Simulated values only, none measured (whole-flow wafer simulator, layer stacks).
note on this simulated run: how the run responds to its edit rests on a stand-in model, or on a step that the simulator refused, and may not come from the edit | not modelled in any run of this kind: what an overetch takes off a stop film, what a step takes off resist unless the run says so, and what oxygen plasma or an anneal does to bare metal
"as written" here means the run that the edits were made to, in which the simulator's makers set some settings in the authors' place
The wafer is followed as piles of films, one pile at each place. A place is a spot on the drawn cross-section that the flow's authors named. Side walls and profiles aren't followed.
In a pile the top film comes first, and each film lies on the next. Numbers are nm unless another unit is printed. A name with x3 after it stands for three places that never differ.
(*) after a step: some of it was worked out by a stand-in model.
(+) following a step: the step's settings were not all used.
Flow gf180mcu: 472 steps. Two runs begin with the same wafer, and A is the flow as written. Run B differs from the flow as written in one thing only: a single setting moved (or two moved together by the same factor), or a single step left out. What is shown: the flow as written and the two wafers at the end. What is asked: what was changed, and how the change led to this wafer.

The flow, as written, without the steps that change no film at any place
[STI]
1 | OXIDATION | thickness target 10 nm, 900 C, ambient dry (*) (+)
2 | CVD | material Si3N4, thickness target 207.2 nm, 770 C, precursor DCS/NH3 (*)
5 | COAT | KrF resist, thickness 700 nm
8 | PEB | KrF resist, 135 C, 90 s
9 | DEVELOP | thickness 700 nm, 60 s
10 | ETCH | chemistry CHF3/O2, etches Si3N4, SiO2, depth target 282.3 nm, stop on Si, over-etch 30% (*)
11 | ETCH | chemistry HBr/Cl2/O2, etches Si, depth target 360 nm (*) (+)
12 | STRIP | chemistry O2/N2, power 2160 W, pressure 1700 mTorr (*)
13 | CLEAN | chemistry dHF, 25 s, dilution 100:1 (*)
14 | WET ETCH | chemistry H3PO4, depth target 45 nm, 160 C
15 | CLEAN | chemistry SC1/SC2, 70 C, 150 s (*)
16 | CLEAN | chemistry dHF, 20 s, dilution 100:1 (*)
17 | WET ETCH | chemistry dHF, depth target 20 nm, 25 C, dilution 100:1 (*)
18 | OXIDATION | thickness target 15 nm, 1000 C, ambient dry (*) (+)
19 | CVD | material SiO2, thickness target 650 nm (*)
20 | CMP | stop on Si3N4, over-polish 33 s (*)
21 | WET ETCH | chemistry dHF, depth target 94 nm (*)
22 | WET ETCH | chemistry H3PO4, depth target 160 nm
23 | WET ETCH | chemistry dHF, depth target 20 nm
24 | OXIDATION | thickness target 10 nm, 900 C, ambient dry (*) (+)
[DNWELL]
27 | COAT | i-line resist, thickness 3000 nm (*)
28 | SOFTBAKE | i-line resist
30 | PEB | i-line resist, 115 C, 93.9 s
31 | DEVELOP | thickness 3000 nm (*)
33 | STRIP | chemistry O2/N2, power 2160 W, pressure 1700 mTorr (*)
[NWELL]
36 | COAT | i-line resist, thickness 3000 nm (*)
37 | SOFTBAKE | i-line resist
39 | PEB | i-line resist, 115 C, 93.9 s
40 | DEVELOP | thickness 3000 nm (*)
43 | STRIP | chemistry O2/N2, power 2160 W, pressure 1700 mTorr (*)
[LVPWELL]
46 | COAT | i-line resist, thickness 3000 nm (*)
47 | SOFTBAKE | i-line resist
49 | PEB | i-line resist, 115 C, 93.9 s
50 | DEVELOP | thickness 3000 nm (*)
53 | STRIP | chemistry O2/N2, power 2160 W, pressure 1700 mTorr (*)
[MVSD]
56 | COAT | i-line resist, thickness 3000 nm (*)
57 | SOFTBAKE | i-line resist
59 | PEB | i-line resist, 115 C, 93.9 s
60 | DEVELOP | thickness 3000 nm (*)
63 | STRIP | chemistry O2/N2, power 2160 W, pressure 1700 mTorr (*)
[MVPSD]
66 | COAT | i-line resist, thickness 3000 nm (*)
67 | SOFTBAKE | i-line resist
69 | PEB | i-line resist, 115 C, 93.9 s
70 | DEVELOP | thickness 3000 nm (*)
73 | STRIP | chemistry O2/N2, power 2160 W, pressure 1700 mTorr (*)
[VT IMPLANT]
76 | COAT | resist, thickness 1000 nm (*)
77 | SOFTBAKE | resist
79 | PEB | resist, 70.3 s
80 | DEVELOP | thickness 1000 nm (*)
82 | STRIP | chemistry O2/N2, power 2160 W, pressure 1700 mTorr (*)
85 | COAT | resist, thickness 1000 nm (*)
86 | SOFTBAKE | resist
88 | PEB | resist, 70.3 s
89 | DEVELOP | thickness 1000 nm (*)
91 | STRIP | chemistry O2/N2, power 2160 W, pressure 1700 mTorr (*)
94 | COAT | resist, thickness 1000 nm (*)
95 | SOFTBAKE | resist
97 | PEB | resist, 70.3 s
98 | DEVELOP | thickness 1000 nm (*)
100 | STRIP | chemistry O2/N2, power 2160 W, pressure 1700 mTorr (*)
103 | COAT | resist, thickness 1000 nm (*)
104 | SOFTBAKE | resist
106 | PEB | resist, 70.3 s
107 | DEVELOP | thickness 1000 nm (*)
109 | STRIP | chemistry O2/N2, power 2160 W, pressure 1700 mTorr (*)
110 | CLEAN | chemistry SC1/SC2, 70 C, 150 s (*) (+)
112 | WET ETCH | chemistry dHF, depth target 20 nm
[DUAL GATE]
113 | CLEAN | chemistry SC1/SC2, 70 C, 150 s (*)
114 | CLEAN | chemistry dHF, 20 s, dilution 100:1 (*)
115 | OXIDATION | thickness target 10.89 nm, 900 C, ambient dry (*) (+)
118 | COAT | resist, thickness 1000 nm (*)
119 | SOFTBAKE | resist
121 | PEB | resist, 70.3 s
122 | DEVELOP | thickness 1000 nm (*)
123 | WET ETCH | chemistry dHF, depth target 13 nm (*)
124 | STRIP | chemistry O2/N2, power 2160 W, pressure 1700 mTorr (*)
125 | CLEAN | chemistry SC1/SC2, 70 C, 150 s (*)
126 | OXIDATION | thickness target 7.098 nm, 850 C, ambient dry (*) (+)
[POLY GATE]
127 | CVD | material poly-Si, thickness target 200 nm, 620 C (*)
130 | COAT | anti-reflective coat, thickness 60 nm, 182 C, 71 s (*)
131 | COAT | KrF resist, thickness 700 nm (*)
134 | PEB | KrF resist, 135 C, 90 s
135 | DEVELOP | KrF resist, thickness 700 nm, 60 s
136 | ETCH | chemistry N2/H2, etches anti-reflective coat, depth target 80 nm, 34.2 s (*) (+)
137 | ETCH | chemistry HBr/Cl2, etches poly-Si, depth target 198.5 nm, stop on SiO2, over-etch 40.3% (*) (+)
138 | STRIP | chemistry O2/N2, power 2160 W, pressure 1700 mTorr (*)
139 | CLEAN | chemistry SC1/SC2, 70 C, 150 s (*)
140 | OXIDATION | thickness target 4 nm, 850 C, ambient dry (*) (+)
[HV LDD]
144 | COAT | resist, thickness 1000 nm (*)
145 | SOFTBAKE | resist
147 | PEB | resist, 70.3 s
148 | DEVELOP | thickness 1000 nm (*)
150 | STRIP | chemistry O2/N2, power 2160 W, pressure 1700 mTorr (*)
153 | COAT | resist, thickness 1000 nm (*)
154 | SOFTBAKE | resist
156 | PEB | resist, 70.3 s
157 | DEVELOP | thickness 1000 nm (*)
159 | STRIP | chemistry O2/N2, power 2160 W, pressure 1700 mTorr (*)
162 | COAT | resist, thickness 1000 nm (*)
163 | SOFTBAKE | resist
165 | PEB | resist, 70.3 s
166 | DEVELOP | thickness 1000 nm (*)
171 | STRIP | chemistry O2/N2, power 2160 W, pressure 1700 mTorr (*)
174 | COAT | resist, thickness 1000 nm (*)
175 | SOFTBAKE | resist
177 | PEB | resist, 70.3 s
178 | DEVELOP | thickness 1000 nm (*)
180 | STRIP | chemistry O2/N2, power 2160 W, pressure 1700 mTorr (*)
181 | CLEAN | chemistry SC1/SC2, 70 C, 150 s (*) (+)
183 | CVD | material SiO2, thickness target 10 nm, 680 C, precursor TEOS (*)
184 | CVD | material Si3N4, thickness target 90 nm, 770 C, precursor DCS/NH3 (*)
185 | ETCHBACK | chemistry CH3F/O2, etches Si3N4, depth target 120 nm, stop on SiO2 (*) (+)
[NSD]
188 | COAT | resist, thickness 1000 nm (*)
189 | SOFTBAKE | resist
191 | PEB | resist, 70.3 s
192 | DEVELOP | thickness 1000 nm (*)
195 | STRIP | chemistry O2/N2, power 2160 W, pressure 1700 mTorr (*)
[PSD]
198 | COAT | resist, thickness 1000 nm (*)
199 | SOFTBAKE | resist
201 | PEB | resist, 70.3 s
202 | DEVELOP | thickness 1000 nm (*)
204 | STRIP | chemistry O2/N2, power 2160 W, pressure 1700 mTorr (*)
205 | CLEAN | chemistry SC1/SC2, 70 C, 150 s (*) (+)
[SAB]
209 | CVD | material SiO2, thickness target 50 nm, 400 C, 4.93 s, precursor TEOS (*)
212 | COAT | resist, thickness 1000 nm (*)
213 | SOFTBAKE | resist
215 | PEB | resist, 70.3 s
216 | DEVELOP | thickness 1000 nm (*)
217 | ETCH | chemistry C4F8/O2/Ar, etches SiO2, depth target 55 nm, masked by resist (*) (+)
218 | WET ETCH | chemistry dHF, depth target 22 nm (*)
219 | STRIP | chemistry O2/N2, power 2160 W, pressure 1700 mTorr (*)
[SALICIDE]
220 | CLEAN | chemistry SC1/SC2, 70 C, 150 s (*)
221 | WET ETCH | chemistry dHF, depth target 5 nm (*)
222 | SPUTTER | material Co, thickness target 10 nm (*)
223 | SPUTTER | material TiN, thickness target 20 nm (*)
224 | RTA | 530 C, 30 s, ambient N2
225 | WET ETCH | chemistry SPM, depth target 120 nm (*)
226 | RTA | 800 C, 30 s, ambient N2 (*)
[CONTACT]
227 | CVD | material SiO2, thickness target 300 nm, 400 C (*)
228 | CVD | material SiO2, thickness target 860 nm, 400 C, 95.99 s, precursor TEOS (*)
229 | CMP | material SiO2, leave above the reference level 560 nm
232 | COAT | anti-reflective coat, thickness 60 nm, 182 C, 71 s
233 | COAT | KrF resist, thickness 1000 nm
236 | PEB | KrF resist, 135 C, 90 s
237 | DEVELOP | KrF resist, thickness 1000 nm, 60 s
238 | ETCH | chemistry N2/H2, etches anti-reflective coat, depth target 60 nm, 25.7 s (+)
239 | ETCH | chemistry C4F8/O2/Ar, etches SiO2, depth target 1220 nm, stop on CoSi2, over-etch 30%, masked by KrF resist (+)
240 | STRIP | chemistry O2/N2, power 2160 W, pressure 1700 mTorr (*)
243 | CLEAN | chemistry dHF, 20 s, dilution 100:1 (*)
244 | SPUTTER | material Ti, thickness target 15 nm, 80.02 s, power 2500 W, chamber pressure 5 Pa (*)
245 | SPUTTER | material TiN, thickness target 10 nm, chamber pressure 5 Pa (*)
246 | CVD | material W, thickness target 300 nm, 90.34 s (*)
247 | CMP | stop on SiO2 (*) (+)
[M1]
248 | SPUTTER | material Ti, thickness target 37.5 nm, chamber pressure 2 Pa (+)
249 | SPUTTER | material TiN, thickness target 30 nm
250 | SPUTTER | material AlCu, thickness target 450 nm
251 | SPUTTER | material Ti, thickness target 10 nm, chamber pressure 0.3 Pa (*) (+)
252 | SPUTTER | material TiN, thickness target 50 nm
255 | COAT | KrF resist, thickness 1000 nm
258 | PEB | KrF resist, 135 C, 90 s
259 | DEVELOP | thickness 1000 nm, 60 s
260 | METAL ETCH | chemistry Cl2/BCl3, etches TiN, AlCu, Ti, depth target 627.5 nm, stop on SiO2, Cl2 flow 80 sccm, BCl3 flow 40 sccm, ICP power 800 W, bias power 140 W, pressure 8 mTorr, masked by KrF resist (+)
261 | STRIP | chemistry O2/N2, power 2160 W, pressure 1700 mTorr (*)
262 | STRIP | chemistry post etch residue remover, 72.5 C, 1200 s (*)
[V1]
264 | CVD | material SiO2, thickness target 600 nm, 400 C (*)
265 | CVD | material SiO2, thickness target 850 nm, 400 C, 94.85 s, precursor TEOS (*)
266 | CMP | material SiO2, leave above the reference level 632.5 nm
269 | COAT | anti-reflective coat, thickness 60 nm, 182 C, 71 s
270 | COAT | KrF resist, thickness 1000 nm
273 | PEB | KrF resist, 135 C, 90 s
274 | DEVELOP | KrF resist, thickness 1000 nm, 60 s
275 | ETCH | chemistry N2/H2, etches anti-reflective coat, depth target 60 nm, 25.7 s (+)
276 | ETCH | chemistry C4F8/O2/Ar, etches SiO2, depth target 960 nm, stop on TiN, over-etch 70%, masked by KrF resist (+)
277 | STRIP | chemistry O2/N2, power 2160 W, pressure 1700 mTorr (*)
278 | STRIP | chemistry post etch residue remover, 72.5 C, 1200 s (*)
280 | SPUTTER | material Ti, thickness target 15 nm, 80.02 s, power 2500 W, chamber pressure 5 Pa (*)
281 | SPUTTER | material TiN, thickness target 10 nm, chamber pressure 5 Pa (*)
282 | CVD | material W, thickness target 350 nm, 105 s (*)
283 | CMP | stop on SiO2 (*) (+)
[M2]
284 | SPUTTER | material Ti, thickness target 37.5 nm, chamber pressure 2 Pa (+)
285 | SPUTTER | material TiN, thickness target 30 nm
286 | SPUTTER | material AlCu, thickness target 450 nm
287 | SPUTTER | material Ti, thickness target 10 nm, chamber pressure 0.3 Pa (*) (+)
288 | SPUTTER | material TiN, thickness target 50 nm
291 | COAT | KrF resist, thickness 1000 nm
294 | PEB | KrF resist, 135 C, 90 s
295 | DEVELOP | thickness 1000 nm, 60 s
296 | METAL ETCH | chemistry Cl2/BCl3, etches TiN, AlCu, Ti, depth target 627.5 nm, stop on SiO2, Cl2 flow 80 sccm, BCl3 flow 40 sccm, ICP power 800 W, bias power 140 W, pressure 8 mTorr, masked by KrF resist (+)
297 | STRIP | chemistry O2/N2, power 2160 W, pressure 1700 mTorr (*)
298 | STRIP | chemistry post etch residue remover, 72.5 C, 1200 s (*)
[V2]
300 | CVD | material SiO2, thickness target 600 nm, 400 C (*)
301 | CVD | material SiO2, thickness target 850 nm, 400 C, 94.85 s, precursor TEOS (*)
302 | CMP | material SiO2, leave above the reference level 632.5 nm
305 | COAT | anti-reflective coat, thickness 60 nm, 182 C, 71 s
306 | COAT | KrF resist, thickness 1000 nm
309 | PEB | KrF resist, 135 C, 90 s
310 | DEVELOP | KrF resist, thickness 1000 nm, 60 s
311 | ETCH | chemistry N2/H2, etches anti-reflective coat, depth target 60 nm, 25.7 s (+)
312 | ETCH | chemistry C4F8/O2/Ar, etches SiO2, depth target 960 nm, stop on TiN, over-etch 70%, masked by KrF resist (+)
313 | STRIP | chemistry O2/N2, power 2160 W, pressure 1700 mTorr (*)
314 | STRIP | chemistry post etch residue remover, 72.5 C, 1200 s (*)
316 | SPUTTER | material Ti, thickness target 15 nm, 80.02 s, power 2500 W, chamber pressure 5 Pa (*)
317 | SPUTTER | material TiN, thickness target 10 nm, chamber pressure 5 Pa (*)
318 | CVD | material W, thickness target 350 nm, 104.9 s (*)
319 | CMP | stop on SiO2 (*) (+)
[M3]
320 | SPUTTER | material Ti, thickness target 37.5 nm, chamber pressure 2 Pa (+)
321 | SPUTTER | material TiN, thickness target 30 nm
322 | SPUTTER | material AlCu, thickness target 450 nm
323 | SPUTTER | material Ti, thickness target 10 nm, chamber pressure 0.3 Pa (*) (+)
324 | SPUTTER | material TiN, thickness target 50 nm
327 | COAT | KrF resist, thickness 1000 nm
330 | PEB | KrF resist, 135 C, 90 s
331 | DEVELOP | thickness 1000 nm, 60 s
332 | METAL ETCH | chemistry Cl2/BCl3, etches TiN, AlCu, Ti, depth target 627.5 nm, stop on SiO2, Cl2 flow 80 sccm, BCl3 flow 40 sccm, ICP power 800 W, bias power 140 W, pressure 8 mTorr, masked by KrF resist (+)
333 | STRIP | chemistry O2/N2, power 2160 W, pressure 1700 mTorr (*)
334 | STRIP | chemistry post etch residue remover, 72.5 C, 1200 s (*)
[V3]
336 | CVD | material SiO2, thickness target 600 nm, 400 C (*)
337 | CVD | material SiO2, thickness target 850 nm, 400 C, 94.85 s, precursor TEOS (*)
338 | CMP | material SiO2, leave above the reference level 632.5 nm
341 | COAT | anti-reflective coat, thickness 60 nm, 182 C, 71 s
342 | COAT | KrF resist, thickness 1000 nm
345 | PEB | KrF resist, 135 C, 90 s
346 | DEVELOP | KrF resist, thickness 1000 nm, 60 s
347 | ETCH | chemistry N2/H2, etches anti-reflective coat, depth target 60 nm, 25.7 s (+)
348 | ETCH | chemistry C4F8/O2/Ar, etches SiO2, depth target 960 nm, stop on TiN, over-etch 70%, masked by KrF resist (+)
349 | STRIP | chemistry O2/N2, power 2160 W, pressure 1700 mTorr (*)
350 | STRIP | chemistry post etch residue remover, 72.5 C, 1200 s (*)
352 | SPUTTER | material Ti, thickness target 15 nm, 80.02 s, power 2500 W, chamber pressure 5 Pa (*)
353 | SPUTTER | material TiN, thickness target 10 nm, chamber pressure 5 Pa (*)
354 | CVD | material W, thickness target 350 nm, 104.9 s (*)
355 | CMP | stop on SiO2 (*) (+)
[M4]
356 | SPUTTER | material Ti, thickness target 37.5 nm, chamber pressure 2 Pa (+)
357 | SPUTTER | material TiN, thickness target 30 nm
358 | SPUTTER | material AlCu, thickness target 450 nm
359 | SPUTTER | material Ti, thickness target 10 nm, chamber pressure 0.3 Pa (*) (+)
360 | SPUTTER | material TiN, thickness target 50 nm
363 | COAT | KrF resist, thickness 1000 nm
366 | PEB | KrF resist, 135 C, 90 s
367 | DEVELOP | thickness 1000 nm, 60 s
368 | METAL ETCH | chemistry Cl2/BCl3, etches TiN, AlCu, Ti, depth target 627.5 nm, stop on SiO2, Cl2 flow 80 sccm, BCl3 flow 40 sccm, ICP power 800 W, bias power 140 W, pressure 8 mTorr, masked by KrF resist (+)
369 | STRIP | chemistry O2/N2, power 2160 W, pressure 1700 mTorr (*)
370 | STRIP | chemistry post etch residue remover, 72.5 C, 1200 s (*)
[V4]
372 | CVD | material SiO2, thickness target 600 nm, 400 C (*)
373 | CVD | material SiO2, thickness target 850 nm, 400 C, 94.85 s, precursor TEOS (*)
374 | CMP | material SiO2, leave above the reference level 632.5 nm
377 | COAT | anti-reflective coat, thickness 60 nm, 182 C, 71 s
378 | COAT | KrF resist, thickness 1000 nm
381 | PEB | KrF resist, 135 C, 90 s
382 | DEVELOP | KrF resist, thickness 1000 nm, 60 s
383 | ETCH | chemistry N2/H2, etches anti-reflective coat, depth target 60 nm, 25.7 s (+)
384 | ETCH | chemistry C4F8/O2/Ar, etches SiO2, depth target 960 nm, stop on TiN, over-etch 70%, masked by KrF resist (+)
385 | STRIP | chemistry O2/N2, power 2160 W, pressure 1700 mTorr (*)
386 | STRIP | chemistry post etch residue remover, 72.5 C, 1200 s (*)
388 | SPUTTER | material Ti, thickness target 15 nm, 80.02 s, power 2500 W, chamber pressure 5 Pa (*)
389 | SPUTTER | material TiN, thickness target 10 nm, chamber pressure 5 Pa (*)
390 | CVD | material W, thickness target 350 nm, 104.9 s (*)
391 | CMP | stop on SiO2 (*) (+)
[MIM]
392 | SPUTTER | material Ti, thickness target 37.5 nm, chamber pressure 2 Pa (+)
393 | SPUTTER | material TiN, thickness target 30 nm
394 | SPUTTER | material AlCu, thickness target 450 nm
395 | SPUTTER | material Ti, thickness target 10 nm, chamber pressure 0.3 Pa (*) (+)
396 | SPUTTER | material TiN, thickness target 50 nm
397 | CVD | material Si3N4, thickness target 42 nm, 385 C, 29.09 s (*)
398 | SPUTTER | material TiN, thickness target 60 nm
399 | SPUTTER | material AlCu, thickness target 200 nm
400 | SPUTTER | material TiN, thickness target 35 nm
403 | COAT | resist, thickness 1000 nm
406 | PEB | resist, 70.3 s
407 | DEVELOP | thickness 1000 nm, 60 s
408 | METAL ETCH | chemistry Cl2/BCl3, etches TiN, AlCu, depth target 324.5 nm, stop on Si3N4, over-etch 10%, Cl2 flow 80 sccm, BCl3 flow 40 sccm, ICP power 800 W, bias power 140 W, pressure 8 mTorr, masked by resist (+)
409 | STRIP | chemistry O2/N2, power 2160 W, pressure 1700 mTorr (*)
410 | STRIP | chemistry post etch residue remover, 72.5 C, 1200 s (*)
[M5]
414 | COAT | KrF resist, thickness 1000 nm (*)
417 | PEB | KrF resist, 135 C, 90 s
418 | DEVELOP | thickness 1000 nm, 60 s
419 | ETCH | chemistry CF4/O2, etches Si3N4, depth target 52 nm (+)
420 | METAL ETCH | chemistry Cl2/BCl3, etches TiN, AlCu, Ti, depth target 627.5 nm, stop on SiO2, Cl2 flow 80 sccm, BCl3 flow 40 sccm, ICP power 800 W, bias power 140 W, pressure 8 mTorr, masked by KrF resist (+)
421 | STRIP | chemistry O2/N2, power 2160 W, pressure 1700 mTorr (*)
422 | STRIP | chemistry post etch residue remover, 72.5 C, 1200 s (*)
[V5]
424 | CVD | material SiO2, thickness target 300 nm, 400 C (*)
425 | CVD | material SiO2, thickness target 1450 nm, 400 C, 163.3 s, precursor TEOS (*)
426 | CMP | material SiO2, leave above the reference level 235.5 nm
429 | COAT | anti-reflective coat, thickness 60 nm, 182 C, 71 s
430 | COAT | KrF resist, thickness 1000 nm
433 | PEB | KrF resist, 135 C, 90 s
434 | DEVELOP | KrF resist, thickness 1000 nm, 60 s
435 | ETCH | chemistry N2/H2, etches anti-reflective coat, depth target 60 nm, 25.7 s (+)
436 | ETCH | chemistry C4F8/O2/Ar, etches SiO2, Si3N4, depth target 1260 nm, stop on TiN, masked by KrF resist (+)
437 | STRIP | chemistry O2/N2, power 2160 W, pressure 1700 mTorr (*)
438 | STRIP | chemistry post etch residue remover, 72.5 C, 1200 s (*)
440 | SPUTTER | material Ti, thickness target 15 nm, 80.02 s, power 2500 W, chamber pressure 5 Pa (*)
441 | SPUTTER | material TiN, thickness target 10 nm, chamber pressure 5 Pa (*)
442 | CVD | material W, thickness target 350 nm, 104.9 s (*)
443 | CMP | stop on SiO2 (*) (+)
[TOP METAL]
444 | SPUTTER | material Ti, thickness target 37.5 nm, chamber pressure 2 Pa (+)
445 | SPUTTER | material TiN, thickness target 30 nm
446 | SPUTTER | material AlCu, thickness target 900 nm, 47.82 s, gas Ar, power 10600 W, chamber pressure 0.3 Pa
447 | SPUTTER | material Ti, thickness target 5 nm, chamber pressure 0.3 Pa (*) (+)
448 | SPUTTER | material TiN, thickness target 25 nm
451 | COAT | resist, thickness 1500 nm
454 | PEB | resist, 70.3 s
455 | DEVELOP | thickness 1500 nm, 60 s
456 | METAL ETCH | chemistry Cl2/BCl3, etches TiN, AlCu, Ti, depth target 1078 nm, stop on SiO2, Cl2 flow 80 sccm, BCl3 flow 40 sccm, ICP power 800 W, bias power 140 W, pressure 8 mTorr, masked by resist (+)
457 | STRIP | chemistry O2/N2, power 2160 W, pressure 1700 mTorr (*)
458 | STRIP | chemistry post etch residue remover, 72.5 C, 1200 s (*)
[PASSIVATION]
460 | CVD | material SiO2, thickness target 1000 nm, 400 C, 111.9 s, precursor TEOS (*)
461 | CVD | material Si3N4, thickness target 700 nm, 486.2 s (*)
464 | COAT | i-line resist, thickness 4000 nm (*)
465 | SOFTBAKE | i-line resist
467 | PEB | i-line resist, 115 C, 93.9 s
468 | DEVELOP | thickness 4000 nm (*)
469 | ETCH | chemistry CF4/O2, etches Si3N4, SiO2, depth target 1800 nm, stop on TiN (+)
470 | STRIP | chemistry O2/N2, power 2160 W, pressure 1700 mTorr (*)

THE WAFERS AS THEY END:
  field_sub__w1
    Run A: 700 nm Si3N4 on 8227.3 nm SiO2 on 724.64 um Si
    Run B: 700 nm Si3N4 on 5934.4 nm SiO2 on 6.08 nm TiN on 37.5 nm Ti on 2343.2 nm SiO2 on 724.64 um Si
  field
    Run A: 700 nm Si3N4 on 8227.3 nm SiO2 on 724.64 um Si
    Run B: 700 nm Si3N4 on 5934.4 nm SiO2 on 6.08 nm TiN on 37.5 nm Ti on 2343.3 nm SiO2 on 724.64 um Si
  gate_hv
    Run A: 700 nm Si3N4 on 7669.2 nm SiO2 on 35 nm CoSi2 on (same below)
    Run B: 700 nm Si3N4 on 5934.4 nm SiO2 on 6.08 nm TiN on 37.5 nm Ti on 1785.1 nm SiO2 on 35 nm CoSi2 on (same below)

What caused this: step 286, SPUTTER: thickness target 544 nm was run, though the flow has thickness target 450 nm.

Step by step, how the change led to this:
  286 | SPUTTER | material AlCu, thickness target 450 nm
      field, field__w1, field__w2 and 108 more: A +450 AlCu (new film) | B +544 AlCu (new film)
  296 | METAL ETCH | chemistry Cl2/BCl3, etches TiN, AlCu, Ti, depth target 627.5 nm, stop on SiO2, Cl2 flow 80 sccm, BCl3 flow 40 sccm, ICP power 800 W, bias power 140 W, pressure 8 mTorr, masked by KrF resist (+)
      field, field__w1, field__w2 and 103 more: A -50 TiN (all of it), -10 Ti (all of it), -450 AlCu (all of it), -30 TiN (all of it), -37.5 Ti (all of it) | B -50 TiN (all of it), -10 Ti (all of it), -544 AlCu (all of it), -23.5 TiN
  300 | CVD | material SiO2, thickness target 600 nm, 400 C (*)
      field, field__w1, field__w2 and 103 more: A +600 SiO2 | B +600 SiO2 (new film)
  302 | CMP | material SiO2, leave above the reference level 632.5 nm
      field, field__w1, field__w2 and 103 more: A -300 SiO2 | B -249.6 SiO2
With metal films that touch counted as one body, field_sub__w1 has 1 body; the flow as written gives 0 bodies.
With metal films that touch counted as one body, field has 1 body; the flow as written gives 0 bodies.
With metal films that touch counted as one body, gate_hv has 2 bodies (between them, from the top down: SiO2 1785.1); the flow as written gives 1 body.
